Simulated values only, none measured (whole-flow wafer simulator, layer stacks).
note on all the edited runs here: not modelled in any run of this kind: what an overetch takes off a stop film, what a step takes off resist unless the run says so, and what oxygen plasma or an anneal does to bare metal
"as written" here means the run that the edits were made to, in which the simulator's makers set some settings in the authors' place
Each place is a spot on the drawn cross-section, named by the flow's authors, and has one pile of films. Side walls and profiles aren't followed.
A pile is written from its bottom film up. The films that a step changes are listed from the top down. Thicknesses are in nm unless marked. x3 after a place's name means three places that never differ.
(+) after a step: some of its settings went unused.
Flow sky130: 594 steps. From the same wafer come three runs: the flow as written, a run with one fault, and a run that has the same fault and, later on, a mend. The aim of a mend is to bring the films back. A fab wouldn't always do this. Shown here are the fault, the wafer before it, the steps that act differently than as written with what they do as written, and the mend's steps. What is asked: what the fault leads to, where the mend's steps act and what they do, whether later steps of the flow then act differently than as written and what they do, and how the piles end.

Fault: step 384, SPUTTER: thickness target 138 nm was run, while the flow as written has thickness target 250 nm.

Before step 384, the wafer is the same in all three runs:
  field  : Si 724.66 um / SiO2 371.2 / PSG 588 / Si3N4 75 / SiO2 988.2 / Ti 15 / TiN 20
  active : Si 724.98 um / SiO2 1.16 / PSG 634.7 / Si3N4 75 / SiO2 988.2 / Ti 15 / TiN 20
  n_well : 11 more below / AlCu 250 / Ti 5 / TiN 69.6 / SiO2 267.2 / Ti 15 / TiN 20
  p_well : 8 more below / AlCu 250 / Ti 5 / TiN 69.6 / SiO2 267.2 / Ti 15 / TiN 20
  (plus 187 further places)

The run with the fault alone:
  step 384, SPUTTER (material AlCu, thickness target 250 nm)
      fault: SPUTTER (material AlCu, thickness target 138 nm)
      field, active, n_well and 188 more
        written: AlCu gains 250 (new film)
        fault: AlCu gains 138 (new film)
  Steps further on in the flow that do not act as written (not shown: 8 more steps that differ only slightly, by at most 2% or 0.5 nm, whichever is larger):
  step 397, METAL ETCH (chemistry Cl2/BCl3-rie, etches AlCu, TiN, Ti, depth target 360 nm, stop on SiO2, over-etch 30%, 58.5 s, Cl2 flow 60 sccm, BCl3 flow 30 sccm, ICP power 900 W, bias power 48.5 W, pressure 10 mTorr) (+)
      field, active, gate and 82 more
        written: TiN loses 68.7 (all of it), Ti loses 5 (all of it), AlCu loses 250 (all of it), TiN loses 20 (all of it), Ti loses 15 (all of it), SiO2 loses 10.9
        fault: TiN loses 68.7 (all of it), Ti loses 5 (all of it), AlCu loses 138 (all of it), TiN loses 20 (all of it), Ti loses 15 (all of it), SiO2 loses 22.1
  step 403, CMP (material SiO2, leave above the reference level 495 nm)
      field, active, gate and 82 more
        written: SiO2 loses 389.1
        fault: SiO2 loses 489.9
  By the end, the piles at field, active, n_well and 190 more depart from the flow's by more than 2% or 0.5 nm, whichever is larger.
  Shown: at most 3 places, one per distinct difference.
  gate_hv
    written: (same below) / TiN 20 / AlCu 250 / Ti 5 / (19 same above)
    fault: (same below) / TiN 20 / AlCu 138 / Ti 5 / (19 same above)
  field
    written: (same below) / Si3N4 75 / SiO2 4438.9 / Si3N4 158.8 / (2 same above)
    fault: (same below) / Si3N4 75 / SiO2 4326.9 / Si3N4 158.8 / (2 same above)
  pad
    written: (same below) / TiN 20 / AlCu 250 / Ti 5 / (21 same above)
    fault: (same below) / TiN 20 / AlCu 138 / Ti 5 / (21 same above)

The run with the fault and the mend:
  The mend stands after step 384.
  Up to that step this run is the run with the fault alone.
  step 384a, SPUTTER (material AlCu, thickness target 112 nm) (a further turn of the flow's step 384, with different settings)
      field, active, n_well and 188 more
        AlCu gains 112
  None of the later steps of the flow acts differently than as written at any place that is followed.
  At every place that both follow, the piles at the end match the flow's.
